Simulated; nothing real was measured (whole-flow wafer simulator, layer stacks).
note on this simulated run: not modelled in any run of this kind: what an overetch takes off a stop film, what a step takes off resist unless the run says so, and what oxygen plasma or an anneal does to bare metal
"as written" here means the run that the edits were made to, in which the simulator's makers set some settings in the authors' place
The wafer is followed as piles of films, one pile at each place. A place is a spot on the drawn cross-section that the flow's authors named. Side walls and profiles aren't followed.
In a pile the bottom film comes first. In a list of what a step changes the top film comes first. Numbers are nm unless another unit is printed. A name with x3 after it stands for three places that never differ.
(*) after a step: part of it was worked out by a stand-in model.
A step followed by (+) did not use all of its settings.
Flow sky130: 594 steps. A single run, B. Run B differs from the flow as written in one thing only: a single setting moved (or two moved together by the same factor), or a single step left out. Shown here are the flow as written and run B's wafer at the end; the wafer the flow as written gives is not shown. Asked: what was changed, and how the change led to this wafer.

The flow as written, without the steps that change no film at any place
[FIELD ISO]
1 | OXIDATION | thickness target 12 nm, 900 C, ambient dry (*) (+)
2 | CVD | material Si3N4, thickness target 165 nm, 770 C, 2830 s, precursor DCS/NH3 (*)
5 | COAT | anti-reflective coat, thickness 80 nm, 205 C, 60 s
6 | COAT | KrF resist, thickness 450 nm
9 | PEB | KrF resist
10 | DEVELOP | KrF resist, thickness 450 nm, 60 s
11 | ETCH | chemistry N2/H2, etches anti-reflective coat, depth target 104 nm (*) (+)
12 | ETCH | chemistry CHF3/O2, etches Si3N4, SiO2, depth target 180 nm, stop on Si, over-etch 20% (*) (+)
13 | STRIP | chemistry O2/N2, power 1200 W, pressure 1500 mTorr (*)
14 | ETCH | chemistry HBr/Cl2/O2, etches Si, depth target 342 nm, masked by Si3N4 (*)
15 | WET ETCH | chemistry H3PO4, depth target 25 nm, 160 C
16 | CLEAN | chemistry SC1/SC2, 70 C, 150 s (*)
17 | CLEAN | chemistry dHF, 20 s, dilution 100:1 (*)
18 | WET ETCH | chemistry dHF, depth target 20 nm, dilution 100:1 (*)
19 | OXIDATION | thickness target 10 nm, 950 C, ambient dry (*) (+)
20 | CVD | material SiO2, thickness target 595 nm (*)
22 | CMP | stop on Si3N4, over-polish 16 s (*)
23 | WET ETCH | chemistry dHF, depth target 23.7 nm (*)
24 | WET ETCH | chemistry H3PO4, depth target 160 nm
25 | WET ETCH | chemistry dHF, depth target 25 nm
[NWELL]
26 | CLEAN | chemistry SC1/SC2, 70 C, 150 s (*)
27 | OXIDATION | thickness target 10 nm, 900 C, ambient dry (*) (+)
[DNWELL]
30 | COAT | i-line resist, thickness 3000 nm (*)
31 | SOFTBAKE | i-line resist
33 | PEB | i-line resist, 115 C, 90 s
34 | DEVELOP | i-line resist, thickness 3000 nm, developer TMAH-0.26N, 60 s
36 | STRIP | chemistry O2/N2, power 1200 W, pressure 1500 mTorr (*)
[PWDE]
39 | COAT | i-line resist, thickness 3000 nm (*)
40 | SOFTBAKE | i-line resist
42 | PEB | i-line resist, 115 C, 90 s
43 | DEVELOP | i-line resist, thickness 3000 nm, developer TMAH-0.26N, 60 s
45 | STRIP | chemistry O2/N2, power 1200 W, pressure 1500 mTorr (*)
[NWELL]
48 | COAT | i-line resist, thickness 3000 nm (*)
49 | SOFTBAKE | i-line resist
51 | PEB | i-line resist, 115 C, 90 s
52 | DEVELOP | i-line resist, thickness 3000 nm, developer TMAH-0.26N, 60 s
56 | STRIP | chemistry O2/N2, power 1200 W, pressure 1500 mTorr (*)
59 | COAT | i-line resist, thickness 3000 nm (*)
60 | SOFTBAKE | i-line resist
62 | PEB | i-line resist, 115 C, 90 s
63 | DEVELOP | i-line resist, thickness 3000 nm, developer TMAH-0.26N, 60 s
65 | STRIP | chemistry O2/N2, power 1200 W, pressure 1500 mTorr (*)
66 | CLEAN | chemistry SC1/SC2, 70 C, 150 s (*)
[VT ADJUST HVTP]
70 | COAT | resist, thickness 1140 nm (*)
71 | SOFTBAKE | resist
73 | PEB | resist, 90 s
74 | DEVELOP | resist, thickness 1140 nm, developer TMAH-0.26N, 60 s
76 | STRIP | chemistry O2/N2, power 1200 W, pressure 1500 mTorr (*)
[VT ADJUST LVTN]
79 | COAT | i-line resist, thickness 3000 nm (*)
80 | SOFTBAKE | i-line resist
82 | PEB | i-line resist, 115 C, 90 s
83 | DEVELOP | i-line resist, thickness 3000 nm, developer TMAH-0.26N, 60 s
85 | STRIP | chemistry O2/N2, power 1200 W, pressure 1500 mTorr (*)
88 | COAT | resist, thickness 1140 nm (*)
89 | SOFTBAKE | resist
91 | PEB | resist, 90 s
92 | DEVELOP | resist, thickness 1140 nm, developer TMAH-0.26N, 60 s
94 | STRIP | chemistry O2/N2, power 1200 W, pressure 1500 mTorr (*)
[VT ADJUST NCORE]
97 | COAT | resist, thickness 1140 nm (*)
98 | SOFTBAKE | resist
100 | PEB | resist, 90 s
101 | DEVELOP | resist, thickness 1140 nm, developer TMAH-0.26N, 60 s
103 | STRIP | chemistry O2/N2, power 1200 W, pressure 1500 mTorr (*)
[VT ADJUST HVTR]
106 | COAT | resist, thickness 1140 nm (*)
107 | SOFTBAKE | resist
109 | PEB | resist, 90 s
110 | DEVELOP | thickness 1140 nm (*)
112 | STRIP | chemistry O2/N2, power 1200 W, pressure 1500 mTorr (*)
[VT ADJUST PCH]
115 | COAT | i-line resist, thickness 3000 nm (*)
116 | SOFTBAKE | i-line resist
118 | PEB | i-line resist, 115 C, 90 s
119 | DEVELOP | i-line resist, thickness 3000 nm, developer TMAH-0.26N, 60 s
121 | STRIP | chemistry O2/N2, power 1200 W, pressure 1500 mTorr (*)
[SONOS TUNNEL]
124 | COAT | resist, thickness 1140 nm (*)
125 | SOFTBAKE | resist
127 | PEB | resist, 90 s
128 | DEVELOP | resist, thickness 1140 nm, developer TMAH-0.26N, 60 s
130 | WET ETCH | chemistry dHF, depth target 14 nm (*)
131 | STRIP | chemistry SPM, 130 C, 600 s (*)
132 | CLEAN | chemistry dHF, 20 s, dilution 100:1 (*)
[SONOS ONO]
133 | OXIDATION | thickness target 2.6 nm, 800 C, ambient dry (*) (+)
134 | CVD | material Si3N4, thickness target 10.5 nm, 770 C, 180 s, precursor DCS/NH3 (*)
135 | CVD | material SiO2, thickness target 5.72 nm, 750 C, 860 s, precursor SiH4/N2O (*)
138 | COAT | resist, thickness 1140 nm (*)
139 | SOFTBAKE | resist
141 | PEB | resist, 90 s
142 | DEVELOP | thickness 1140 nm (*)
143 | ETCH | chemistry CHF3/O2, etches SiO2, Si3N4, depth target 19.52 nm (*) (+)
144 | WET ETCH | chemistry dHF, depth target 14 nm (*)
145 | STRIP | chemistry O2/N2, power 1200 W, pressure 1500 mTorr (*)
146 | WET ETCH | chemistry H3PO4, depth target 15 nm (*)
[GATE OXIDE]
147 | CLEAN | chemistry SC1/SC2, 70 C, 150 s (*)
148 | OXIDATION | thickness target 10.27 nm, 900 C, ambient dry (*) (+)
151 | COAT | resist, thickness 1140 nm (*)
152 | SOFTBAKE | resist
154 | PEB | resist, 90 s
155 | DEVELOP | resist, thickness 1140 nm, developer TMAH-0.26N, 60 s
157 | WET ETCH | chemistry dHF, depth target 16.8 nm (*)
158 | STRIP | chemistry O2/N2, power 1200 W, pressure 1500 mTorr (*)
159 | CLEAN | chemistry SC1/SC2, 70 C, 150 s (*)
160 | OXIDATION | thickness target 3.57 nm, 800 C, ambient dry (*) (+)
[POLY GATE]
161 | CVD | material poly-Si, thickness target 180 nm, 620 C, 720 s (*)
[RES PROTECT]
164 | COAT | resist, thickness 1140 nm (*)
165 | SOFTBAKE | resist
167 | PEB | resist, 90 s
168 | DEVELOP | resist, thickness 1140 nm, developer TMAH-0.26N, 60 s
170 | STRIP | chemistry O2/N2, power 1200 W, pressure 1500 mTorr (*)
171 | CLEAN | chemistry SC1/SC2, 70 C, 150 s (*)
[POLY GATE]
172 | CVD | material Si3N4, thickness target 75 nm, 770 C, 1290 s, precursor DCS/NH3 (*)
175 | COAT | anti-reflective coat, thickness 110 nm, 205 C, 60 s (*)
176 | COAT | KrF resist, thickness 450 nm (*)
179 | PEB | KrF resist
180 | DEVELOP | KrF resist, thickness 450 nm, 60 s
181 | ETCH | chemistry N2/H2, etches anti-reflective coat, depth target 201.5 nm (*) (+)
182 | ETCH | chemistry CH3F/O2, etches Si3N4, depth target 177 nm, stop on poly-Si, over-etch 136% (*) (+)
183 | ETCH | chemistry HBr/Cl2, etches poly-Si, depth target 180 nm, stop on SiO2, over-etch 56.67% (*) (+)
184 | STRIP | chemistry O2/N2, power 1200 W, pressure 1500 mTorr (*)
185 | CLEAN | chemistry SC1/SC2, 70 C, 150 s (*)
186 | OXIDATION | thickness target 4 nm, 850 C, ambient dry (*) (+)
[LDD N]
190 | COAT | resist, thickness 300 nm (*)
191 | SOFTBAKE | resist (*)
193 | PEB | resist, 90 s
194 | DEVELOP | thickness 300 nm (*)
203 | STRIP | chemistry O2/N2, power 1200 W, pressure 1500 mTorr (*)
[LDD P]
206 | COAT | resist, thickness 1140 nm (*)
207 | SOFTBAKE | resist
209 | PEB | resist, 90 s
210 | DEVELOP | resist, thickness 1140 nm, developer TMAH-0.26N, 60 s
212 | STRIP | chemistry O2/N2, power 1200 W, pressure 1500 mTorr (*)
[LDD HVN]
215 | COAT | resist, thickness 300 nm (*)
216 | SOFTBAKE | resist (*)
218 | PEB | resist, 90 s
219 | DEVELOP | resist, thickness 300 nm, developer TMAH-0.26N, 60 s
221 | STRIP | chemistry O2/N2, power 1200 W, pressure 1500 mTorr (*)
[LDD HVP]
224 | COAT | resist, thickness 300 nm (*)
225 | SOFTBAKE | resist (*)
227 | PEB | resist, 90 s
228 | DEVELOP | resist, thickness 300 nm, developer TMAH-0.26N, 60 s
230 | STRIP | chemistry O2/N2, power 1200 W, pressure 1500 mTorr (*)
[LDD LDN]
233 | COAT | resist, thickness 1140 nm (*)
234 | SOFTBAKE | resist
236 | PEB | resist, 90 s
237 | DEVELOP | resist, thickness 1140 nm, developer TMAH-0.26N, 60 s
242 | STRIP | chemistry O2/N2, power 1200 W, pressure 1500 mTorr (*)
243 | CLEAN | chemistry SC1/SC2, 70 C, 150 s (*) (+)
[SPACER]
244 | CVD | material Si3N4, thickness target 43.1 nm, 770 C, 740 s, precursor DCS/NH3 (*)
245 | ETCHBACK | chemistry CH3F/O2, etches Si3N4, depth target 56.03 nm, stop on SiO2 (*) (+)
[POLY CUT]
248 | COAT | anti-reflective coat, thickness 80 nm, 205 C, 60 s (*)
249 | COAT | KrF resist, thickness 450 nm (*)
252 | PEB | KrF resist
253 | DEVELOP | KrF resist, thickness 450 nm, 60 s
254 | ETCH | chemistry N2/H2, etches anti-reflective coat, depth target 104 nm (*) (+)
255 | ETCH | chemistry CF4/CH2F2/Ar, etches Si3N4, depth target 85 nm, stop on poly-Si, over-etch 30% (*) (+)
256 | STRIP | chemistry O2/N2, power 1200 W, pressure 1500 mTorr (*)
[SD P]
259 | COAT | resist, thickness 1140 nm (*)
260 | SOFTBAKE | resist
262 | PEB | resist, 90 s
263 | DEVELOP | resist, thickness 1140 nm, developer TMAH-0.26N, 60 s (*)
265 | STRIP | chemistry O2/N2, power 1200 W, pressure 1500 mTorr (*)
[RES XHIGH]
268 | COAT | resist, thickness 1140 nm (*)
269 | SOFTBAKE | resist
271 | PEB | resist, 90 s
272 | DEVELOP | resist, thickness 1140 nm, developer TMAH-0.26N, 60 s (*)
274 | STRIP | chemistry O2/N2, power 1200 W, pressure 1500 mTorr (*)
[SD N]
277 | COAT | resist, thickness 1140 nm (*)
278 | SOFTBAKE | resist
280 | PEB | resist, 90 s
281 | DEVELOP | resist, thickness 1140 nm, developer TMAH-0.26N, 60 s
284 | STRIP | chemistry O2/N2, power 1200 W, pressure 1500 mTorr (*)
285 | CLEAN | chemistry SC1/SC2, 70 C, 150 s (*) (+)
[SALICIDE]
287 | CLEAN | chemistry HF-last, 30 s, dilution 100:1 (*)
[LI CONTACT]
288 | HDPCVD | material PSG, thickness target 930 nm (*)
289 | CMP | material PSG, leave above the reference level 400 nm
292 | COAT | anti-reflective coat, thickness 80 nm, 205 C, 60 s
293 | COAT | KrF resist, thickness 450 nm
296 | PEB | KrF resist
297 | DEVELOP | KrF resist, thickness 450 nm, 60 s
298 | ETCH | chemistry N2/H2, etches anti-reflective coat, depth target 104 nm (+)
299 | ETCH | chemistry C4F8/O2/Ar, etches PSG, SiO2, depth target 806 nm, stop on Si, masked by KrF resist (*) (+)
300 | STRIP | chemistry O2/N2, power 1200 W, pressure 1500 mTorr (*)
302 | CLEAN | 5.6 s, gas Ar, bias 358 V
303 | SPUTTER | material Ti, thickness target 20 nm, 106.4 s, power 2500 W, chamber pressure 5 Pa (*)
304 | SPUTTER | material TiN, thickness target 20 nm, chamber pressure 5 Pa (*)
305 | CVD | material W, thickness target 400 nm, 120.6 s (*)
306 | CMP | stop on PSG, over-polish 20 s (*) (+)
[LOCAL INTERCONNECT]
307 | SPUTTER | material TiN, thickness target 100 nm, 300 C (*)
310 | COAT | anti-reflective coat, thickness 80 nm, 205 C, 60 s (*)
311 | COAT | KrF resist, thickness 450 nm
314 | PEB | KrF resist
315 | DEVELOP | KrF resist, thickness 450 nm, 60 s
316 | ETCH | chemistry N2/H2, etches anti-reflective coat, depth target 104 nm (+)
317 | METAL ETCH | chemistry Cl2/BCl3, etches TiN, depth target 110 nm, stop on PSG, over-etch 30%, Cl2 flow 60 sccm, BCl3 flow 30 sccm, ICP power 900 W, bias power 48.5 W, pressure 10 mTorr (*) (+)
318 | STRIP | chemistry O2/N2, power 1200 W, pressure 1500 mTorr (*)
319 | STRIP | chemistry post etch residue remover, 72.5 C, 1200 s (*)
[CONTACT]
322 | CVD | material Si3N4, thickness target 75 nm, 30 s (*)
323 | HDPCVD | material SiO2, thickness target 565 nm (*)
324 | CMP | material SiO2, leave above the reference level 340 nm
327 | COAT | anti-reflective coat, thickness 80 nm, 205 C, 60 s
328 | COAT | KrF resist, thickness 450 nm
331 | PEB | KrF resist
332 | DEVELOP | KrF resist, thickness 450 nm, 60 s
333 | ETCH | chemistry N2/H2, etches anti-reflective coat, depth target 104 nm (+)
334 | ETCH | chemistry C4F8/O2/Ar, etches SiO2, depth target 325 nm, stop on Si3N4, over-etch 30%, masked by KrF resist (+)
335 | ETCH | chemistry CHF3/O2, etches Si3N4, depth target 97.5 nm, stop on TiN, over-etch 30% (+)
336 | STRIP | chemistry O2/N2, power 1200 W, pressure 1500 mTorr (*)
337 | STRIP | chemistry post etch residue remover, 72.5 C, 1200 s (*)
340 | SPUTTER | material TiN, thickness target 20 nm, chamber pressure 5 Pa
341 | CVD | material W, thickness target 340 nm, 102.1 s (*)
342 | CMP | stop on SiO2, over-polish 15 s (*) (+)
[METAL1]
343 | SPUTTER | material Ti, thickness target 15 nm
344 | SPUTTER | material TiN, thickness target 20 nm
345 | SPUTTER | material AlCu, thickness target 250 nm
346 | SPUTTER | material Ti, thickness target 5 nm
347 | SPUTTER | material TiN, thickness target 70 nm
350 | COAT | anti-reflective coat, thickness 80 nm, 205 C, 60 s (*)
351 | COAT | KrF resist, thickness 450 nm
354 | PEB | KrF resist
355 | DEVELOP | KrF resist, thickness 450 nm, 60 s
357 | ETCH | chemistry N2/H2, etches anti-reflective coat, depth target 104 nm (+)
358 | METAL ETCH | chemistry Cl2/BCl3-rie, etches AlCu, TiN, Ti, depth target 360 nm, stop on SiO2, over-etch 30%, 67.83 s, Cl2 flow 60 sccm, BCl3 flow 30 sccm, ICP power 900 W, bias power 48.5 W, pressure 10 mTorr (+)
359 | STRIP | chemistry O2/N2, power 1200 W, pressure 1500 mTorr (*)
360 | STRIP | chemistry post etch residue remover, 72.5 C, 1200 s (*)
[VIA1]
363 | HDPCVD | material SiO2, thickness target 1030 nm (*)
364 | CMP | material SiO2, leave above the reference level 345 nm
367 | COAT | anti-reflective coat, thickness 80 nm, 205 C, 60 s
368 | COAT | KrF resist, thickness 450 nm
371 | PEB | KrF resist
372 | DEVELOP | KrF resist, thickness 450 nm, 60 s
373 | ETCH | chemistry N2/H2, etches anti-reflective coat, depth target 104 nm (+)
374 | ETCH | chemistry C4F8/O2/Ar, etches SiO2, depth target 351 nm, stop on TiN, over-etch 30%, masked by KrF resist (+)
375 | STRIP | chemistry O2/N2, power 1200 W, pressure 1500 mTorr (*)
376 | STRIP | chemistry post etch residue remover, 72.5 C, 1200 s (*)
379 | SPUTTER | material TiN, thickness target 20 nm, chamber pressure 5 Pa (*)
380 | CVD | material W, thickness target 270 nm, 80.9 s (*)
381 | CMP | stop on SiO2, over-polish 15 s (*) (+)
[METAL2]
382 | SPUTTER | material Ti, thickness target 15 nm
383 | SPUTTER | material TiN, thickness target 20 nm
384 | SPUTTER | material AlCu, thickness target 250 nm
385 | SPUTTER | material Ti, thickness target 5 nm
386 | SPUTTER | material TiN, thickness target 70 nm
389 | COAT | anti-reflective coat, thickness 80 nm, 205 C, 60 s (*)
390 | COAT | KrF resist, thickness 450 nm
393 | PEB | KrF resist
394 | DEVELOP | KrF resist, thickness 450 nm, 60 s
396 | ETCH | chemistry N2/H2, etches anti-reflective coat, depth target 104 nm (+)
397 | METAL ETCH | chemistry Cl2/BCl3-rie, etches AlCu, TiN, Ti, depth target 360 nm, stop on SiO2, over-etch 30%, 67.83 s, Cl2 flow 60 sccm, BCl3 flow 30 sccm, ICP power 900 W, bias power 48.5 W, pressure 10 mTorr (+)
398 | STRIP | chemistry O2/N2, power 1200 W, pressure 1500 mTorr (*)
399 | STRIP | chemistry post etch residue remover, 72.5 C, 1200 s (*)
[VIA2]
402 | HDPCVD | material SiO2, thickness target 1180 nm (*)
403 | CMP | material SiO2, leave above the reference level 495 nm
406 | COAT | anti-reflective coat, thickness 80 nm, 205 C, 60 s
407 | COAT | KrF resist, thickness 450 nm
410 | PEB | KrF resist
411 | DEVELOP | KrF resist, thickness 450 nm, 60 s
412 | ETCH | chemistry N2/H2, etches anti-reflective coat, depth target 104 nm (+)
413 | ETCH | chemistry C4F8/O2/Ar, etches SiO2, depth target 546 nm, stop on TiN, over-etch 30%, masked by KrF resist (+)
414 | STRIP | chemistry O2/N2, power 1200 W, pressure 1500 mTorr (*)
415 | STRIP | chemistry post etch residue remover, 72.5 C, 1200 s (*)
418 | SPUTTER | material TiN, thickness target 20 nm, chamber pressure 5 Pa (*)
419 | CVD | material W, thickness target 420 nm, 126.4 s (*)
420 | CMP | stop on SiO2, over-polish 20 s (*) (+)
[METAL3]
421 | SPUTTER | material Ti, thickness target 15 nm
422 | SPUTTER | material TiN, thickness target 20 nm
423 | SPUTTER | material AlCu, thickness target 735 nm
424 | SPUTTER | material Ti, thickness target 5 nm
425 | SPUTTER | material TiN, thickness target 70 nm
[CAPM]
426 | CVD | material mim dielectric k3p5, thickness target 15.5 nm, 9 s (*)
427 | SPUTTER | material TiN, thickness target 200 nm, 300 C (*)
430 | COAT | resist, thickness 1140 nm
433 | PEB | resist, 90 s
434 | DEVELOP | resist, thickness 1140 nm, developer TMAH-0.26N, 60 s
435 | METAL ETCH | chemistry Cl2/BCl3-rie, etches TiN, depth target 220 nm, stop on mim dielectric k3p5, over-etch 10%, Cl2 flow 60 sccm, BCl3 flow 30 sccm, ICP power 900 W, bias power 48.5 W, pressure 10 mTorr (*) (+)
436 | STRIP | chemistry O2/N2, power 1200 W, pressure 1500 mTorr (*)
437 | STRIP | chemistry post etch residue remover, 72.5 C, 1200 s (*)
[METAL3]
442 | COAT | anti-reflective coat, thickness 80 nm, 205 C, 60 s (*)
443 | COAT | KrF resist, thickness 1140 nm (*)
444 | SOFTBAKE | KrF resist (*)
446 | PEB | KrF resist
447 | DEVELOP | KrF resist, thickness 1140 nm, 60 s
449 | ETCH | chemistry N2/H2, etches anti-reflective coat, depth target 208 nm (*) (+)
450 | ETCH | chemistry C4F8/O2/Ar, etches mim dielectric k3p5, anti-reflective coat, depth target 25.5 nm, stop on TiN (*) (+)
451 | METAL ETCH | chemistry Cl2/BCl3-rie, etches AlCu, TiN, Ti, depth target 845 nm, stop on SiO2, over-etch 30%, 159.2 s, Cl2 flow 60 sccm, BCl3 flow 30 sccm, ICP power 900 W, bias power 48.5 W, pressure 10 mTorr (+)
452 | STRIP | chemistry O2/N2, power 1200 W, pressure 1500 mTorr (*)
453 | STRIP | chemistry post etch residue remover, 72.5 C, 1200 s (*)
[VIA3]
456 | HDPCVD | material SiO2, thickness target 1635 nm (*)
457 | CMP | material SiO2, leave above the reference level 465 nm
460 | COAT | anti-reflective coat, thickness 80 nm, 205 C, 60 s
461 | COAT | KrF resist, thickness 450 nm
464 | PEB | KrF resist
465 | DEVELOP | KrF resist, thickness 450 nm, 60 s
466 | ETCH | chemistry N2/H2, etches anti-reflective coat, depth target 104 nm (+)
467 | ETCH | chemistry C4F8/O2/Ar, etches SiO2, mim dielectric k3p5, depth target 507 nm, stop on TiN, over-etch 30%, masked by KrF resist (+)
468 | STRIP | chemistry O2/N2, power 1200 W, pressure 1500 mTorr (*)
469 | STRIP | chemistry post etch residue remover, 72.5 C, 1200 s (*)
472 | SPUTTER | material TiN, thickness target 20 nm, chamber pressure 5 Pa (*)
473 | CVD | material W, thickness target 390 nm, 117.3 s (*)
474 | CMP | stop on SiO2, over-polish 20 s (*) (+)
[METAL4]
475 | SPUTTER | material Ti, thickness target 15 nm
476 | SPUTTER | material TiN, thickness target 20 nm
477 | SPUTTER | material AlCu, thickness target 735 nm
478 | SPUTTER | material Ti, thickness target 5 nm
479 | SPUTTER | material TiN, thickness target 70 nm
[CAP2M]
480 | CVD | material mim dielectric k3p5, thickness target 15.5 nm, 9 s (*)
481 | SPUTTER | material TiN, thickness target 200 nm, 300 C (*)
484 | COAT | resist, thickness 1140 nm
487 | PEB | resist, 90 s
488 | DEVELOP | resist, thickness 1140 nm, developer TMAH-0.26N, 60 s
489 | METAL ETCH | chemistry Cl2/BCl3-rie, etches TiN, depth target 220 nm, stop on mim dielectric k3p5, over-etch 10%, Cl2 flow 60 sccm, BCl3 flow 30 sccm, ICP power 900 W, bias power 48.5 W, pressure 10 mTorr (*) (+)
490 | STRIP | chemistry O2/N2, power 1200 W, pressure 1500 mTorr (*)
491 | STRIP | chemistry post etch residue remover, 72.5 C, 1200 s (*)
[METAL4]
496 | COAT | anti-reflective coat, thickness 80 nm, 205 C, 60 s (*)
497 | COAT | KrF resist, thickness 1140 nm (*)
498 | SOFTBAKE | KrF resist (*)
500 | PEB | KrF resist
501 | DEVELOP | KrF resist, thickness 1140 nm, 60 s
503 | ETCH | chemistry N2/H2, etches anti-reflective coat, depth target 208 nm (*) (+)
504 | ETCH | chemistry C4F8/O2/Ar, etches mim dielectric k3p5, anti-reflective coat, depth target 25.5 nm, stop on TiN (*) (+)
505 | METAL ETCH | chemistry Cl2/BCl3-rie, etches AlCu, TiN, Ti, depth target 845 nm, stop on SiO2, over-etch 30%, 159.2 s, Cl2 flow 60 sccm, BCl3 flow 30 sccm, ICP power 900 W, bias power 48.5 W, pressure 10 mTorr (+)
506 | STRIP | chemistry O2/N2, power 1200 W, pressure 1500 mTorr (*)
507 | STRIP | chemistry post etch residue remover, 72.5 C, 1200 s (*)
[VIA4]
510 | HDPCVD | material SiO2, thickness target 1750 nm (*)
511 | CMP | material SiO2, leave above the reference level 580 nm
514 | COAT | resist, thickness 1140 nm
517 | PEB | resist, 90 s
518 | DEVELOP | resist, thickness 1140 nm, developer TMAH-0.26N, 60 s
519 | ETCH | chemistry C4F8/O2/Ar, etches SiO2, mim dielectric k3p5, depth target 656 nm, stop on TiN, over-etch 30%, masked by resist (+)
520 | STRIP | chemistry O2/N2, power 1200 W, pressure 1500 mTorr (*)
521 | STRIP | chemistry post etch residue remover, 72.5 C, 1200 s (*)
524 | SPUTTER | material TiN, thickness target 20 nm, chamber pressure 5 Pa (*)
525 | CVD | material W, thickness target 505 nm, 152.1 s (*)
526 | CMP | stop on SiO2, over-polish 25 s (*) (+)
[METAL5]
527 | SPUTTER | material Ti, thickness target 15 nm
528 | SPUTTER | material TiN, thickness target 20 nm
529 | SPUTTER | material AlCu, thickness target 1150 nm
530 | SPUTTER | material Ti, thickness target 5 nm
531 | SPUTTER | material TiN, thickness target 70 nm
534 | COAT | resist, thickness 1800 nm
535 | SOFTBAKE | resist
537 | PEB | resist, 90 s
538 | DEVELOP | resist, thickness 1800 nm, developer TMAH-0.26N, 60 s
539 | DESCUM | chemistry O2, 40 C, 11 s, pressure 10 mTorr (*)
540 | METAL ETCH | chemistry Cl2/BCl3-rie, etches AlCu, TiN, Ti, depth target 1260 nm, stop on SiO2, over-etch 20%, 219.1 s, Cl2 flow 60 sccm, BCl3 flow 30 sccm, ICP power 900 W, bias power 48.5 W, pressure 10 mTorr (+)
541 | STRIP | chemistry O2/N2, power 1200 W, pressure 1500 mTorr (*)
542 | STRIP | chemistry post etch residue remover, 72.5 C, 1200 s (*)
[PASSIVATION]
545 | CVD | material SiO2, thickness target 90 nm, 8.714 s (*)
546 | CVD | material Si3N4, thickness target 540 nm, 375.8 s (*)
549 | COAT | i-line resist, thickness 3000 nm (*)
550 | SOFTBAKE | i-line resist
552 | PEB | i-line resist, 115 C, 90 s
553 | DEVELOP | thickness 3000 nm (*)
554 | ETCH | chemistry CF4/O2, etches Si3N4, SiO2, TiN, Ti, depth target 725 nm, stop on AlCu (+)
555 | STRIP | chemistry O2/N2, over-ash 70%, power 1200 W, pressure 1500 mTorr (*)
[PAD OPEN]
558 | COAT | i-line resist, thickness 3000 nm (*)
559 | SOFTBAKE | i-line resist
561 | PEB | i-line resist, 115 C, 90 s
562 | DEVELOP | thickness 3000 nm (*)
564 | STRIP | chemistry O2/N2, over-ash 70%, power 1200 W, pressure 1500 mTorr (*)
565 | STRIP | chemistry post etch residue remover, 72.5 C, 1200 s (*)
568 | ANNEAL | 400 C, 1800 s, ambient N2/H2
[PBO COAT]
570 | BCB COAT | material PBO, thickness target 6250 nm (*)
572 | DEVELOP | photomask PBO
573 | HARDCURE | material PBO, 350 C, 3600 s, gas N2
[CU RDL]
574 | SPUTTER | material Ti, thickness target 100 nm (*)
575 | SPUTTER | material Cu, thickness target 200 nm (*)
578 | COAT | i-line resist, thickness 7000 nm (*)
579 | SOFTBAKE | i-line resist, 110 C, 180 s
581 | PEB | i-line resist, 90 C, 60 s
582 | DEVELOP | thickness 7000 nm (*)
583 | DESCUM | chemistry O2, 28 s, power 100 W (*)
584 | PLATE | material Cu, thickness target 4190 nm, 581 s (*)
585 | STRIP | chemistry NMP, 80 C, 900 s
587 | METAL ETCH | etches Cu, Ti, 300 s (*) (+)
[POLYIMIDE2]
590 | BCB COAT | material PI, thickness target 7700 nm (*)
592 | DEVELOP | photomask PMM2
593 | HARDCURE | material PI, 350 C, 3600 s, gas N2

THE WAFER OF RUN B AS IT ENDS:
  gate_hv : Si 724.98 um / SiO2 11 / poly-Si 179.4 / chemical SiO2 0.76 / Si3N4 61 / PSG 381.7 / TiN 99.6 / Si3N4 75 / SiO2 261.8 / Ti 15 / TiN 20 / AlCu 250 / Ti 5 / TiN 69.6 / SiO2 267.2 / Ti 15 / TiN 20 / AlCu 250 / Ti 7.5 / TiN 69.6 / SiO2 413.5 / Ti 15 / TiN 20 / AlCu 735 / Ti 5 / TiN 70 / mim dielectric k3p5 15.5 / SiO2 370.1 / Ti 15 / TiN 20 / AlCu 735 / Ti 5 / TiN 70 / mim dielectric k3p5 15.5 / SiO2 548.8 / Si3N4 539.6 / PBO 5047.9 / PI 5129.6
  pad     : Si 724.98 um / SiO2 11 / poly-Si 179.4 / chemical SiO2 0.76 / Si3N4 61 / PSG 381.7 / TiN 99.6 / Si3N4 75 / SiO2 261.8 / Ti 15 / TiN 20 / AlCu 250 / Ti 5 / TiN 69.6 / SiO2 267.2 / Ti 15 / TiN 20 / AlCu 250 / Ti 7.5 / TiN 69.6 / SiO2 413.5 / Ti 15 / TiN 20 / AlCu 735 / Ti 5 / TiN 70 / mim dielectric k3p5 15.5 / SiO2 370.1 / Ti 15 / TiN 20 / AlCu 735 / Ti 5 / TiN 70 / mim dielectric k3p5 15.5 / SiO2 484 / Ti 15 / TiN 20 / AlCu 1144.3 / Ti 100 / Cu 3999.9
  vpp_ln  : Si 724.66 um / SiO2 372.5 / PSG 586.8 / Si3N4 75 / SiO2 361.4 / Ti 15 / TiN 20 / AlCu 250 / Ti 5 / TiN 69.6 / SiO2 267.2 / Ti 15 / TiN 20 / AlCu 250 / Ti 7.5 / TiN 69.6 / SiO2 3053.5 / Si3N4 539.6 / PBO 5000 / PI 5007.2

Cause: step 385, SPUTTER: thickness target 7.5 nm was run, while the flow as written has thickness target 5 nm.
One can read it off the wafer: gate_hv has Ti 7.5, and step 385 as written asks for 5 nm.

The path from the change to this, step by step:
  385 | SPUTTER | material Ti, thickness target 5 nm
      field, active, n_well and 188 more: +7.5 Ti (new film) (it would be, as written: +5 Ti (new film))
  397 | METAL ETCH | chemistry Cl2/BCl3-rie, etches AlCu, TiN, Ti, depth target 360 nm, stop on SiO2, over-etch 30%, 67.83 s, Cl2 flow 60 sccm, BCl3 flow 30 sccm, ICP power 900 W, bias power 48.5 W, pressure 10 mTorr (+)
      field, active, gate and 82 more: -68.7 TiN (all of it), -7.5 Ti (all of it), -250 AlCu (all of it), -20 TiN (all of it), -15 Ti (all of it), -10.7 SiO2 (it would be, as written: -68.7 TiN (all of it), -5 Ti (all of it), -250 AlCu (all of it), -20 TiN (all of it), -15 Ti (all of it), -10.9 SiO2)
